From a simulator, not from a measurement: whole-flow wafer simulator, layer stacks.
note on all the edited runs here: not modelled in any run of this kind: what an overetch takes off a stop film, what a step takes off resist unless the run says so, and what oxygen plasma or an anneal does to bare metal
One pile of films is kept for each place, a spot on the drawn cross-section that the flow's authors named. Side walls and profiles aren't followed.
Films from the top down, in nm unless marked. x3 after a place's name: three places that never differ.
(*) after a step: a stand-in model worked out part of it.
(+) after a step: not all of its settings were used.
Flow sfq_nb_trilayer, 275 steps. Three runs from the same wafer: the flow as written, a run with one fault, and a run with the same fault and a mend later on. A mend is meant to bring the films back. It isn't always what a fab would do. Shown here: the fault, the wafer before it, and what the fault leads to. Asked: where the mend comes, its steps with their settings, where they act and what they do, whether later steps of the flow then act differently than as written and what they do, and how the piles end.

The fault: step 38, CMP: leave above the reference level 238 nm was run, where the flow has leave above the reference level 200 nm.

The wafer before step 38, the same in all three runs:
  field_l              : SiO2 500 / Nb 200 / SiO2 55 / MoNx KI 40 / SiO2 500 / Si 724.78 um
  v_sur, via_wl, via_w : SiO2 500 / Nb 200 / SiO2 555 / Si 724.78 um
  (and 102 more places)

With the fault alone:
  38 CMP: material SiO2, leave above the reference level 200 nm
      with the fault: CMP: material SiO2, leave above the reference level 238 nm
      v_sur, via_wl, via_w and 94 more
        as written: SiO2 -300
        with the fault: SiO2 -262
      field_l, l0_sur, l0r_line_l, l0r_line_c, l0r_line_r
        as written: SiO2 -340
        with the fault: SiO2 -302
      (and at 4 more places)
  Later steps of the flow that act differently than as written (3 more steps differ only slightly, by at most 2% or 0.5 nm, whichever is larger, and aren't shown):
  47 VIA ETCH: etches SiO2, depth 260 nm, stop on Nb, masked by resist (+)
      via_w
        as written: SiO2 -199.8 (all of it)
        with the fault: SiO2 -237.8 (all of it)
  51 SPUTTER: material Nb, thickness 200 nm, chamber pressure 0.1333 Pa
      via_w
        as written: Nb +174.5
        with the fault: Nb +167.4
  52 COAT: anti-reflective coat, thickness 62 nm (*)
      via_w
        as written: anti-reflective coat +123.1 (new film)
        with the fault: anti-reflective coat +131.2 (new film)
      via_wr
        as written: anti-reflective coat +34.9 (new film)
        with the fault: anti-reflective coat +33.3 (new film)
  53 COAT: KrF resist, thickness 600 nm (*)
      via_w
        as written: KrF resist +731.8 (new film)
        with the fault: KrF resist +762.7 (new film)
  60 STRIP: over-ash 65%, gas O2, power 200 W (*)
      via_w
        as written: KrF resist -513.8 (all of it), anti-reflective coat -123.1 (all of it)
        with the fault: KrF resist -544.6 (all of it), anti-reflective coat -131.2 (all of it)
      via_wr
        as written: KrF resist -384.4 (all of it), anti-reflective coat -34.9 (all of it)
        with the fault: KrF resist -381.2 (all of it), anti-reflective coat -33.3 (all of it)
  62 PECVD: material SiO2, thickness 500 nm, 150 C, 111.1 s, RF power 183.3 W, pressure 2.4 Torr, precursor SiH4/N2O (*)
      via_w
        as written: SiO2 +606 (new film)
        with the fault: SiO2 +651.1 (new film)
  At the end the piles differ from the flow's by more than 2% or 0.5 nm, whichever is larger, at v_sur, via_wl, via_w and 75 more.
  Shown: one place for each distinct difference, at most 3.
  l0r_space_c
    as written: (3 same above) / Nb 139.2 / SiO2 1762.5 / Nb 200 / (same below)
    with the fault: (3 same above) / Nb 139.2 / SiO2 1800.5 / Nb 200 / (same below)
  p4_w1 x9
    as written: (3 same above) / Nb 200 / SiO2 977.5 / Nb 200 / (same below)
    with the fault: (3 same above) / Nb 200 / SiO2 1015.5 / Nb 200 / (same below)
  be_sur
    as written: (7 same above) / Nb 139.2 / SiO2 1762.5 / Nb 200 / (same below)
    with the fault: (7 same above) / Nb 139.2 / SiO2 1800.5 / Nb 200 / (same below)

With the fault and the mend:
  The mend comes after step 45.
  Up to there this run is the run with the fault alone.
  45a STRIP: over-ash 65%, gas O2, power 200 W (*)
      field_l, v_sur, via_wl and 102 more
        KrF resist -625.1 (all of it), anti-reflective coat -62 (all of it)
      via_w
        anti-reflective coat -62 (all of it)
  45b CMP: material SiO2, leave above the reference level 200 nm (the flow's step 38 once more)
      field_l, v_sur, via_wl and 103 more
        SiO2 -38
  45c COAT: anti-reflective coat, thickness 62 nm (the flow's step 40 once more)
      field_l, v_sur, via_wl and 103 more
        anti-reflective coat +62 (new film)
  45d COAT: KrF resist, thickness 650 nm (the flow's step 41 once more)
      field_l, v_sur, via_wl and 103 more
        KrF resist +650 (new film)
  45e SOFTBAKE: KrF resist (the flow's step 42 once more)
      changes no film at any place that is followed
  45f EXPOSE: photomask I0, dose 11.91 mJ/cm2, NA 0.6, wavelength 248 nm (*) (the flow's step 43 once more)
      changes no film at any place that is followed
  45g PEB: KrF resist, 90 s (the flow's step 44 once more)
      field_l, v_sur, via_wl and 103 more
        KrF resist -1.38
  45h DEVELOP: KrF resist, thickness 650 nm, 60 s (the flow's step 45 once more)
      field_l, v_sur, via_wl and 102 more
        KrF resist -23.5
      via_w
        KrF resist -648.6 (all of it)
  No later step of the flow acts differently than as written at any place that is followed.
  At the end the piles are the same as the flow's at every place that both follow.
